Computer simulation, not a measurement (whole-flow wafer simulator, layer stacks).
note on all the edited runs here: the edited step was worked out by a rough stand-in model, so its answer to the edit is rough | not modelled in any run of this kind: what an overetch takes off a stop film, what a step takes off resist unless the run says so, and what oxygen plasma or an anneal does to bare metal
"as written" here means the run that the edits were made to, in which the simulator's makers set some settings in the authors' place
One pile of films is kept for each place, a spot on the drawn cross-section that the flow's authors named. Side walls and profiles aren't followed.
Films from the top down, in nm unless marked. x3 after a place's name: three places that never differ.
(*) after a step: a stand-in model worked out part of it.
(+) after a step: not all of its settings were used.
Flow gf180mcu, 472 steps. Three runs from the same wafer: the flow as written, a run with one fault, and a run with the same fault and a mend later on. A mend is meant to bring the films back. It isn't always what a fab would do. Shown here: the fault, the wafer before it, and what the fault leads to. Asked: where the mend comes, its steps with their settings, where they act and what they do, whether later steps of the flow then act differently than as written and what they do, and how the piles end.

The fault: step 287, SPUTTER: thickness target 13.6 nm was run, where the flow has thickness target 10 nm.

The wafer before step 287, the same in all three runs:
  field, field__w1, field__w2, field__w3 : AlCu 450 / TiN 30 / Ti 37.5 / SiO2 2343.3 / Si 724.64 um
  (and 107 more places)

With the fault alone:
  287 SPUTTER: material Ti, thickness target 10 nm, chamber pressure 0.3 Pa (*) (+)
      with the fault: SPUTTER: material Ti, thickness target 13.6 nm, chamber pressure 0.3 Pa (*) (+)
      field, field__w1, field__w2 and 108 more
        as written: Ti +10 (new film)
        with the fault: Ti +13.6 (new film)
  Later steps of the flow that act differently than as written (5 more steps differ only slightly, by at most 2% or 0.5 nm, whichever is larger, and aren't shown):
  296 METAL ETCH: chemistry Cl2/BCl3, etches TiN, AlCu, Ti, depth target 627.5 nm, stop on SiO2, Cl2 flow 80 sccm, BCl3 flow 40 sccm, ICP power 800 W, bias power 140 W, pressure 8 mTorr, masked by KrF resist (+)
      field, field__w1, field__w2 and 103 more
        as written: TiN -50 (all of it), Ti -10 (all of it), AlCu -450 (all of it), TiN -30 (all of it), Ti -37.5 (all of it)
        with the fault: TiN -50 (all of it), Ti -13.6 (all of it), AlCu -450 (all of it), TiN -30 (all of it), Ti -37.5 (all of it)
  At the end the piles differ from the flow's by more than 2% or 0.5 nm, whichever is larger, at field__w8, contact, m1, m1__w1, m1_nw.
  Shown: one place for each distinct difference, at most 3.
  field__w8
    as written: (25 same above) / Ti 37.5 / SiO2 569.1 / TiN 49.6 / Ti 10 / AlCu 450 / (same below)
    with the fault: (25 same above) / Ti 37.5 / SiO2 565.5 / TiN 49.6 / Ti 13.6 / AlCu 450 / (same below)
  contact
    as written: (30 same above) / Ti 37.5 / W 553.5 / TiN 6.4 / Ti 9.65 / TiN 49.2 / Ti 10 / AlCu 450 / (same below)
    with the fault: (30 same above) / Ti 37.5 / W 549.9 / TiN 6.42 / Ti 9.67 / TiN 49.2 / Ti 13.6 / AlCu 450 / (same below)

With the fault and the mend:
  The mend comes after step 287.
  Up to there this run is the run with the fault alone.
  287a METAL ETCH: chemistry Cl2/BCl3, etches TiN, AlCu, Ti, depth target 3.6 nm, Cl2 flow 80 sccm, BCl3 flow 40 sccm, ICP power 800 W, bias power 140 W, pressure 8 mTorr (the flow's step 260 once more, with other settings)
      field, field__w1, field__w2 and 108 more
        Ti -3.6
  No later step of the flow acts differently than as written at any place that is followed.
  At the end the piles are the same as the flow's at every place that both follow.
